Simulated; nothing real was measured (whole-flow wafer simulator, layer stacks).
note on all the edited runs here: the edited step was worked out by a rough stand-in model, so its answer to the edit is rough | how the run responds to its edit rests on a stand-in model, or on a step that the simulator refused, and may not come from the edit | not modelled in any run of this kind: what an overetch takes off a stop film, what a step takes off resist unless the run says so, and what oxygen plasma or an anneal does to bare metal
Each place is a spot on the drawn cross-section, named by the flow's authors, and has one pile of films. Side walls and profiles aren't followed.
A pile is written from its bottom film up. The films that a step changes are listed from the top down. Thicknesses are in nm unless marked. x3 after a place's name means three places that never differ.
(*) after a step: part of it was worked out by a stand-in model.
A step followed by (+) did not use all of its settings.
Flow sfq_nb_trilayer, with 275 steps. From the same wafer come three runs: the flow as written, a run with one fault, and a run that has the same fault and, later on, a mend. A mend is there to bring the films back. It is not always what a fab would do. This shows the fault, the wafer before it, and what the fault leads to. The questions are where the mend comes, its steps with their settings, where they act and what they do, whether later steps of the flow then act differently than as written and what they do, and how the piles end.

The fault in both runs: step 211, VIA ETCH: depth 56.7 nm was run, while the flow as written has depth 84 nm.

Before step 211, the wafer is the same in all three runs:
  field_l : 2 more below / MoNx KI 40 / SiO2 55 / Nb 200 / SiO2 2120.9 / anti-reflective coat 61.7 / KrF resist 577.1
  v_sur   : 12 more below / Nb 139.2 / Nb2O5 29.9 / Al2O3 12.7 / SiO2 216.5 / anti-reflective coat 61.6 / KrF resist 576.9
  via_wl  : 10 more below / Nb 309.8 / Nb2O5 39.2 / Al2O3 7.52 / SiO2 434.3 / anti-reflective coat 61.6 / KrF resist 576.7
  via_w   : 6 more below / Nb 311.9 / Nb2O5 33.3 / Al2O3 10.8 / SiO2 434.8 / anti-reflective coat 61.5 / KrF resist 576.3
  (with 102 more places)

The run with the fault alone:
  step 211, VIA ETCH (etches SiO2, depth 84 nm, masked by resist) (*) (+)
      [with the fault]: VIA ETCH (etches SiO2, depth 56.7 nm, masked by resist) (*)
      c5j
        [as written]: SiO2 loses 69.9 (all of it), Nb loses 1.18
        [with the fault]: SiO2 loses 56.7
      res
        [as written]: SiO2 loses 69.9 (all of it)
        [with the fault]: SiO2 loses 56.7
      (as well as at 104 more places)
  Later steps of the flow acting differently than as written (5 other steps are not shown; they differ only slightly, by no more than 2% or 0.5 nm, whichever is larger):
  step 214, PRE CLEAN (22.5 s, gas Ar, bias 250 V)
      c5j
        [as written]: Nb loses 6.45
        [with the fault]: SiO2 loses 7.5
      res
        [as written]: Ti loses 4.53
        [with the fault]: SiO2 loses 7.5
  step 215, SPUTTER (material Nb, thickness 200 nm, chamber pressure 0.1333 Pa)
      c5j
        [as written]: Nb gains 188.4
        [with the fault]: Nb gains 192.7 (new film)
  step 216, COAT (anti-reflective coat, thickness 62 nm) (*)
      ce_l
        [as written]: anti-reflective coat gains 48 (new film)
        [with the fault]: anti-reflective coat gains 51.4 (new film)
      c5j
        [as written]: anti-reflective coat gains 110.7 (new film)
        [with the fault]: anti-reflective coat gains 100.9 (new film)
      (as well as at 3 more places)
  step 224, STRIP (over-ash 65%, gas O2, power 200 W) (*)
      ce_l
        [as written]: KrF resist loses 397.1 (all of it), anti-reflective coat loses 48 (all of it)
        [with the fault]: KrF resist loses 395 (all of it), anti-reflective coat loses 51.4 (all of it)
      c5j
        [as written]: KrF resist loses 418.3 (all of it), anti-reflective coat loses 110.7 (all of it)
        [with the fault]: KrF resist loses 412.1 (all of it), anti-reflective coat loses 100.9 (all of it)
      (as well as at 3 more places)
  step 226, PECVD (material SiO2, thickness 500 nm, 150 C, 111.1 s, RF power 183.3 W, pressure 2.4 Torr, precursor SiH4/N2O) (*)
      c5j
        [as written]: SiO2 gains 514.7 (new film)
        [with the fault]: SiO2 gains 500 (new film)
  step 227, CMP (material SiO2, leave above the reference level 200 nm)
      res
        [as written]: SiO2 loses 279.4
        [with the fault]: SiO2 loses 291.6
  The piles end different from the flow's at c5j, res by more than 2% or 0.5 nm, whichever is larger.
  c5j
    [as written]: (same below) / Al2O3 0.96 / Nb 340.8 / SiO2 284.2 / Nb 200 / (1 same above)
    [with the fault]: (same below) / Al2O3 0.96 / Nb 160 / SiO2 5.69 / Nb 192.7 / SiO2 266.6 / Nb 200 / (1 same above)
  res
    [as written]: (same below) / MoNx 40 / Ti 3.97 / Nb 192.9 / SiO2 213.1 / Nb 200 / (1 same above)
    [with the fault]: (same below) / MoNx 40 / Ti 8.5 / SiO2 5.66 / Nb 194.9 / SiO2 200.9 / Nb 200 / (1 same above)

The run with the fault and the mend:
  The mend follows step 211.
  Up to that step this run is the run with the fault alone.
  step 211a, VIA ETCH (etches SiO2, depth 27.3 nm, masked by resist) (*) (+) (a further turn of the flow's step 211, with different settings)
      field_l, v_sur, via_wl and 101 more
        KrF resist loses 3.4
      c5j
        SiO2 loses 13.2 (all of it), Nb loses 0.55
      res
        SiO2 loses 13.2 (all of it)
  Later steps of the flow that are run all act as written at every place that is followed, up to a difference of at most 2% or 0.5 nm, whichever is larger.
  At the end the piles are close to the flow's at the places that both follow, differing by at most 2% or 0.5 nm, whichever is larger.
